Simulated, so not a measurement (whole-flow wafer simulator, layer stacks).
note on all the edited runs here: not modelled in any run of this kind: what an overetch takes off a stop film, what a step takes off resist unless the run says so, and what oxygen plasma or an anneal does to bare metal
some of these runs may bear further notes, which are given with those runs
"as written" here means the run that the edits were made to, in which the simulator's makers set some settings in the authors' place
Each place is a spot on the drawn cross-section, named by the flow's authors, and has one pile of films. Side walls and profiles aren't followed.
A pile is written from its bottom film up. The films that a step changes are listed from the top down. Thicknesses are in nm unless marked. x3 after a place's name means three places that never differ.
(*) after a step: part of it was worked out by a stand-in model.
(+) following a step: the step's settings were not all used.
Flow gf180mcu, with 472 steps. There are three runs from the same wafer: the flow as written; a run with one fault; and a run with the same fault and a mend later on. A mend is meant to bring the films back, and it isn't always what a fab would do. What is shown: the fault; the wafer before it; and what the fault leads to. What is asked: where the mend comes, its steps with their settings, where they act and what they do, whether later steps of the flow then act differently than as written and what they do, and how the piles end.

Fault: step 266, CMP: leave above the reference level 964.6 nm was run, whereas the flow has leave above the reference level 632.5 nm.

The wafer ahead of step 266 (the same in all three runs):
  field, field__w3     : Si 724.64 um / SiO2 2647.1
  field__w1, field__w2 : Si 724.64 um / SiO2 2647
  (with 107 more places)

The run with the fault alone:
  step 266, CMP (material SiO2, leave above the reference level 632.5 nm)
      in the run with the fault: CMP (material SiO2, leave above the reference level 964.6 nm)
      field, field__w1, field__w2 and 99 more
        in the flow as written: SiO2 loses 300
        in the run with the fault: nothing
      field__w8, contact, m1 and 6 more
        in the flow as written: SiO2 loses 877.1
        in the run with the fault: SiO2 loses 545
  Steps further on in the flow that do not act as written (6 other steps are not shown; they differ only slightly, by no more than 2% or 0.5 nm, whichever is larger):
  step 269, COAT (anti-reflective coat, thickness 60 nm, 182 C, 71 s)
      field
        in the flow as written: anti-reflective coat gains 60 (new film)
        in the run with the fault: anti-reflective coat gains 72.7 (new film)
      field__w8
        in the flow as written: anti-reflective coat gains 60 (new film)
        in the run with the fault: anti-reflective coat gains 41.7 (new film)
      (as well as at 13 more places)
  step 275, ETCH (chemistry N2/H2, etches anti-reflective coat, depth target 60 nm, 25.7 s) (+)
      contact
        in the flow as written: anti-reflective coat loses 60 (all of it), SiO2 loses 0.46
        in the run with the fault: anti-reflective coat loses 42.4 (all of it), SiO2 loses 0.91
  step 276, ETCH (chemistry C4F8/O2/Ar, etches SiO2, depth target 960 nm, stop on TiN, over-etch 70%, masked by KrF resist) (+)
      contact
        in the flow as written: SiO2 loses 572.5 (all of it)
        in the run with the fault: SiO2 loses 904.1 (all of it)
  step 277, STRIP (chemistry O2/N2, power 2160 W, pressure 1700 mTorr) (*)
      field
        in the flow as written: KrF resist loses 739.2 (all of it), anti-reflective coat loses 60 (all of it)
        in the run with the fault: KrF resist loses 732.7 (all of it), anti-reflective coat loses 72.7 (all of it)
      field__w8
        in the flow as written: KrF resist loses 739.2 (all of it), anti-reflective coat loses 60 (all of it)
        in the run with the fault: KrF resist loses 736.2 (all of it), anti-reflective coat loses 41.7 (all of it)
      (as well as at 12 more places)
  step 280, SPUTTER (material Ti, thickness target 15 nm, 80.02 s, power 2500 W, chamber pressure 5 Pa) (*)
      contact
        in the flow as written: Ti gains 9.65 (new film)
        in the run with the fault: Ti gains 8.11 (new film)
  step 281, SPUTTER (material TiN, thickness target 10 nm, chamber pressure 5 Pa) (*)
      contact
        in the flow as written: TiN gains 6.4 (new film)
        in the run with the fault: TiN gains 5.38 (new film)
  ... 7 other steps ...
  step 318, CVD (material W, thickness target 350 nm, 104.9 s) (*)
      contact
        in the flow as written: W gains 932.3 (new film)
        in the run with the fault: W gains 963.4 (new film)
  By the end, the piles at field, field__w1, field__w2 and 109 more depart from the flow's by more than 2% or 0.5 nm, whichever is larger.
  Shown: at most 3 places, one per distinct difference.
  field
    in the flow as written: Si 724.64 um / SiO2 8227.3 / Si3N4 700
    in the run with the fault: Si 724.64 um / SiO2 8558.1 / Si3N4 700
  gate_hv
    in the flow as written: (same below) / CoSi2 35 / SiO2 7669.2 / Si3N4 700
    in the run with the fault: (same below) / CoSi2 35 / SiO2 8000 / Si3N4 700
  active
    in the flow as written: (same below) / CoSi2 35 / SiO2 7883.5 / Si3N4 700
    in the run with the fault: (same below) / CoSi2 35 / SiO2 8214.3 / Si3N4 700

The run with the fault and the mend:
  The mend stands after step 266.
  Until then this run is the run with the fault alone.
  step 266a, CMP (material SiO2, leave above the reference level 632.5 nm) (the flow's step 266, run once more)
      field, field__w1, field__w2 and 99 more
        SiO2 loses 300
      field__w8, contact, m1 and 6 more
        SiO2 loses 332.1
  Every later step of the flow that is run acts as written at every place that is followed.
  By the end, the piles equal the flow's at every place that both follow.
